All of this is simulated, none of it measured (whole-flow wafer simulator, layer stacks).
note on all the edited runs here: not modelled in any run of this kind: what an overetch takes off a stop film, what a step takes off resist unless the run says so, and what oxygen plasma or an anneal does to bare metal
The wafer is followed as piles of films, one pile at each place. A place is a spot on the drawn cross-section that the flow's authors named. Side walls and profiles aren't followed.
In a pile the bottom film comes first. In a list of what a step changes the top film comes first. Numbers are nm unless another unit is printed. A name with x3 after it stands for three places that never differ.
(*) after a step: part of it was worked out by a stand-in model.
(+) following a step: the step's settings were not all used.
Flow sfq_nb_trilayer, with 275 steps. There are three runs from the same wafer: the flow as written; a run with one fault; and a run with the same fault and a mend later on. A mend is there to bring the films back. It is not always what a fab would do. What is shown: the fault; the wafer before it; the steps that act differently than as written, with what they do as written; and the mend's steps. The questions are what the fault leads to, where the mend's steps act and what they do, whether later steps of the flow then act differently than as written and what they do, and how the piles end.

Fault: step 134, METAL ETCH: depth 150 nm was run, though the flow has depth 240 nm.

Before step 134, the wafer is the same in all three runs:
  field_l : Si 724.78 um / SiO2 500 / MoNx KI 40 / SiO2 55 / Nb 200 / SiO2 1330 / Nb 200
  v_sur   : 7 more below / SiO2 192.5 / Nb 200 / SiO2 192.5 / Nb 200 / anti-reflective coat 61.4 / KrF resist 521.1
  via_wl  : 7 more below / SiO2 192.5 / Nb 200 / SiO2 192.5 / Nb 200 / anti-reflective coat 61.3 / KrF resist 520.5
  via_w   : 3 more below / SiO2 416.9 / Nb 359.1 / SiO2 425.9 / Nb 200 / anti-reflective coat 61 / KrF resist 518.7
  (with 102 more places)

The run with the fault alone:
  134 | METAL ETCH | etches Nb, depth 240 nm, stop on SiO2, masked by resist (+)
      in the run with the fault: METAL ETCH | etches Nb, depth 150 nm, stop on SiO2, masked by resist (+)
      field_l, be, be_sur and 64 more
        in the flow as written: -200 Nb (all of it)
        in the run with the fault: -150 Nb
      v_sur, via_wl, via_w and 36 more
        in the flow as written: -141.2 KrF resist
        in the run with the fault: -88.2 KrF resist
  Later steps of the flow acting differently than as written:
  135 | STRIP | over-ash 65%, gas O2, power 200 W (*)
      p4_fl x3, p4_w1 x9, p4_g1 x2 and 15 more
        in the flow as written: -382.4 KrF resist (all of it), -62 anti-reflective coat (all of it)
        in the run with the fault: -435.3 KrF resist (all of it), -62 anti-reflective coat (all of it)
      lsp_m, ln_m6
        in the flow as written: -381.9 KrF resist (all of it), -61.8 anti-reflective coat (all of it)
        in the run with the fault: -434.9 KrF resist (all of it), -61.8 anti-reflective coat (all of it)
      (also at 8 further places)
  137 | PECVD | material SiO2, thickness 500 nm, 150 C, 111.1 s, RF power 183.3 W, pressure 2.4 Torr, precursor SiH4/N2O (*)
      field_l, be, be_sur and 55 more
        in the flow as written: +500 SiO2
        in the run with the fault: +500 SiO2 (new film)
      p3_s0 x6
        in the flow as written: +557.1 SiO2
        in the run with the fault: +507.1 SiO2 (new film)
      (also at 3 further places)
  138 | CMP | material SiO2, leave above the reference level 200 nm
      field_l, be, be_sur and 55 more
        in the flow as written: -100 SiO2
        in the run with the fault: -150 SiO2
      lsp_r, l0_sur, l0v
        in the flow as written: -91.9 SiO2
        in the run with the fault: -143.9 SiO2
  At field_l, be, be_sur and 64 more, the piles at the end differ from the flow's by more than 2% or 0.5 nm, whichever is larger.
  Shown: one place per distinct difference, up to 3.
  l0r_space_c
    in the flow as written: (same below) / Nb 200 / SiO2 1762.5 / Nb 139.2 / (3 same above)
    in the run with the fault: (same below) / Nb 200 / SiO2 1370 / Nb 50 / SiO2 342.5 / Nb 139.2 / (3 same above)
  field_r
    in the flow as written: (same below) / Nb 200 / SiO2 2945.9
    in the run with the fault: (same below) / Nb 200 / SiO2 1370 / Nb 50 / SiO2 1525.9
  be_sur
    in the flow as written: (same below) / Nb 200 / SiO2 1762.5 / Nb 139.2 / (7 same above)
    in the run with the fault: (same below) / Nb 200 / SiO2 1370 / Nb 50 / SiO2 342.5 / Nb 139.2 / (7 same above)

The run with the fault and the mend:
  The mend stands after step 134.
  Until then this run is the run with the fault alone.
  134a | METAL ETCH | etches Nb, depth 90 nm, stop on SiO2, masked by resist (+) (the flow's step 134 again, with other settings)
      field_l, be, be_sur and 64 more
        -50 Nb (all of it)
      v_sur, via_wl, via_w and 36 more
        -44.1 KrF resist
  Later steps of the flow acting differently than as written:
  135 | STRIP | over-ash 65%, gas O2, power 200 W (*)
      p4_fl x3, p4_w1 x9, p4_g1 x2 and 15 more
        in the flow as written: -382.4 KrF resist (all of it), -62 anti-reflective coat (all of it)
        in the run with the mend: -391.2 KrF resist (all of it), -62 anti-reflective coat (all of it)
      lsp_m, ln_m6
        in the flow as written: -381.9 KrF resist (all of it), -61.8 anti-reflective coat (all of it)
        in the run with the mend: -390.8 KrF resist (all of it), -61.8 anti-reflective coat (all of it)
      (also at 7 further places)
  The piles end the same as the flow's at every place that both follow.
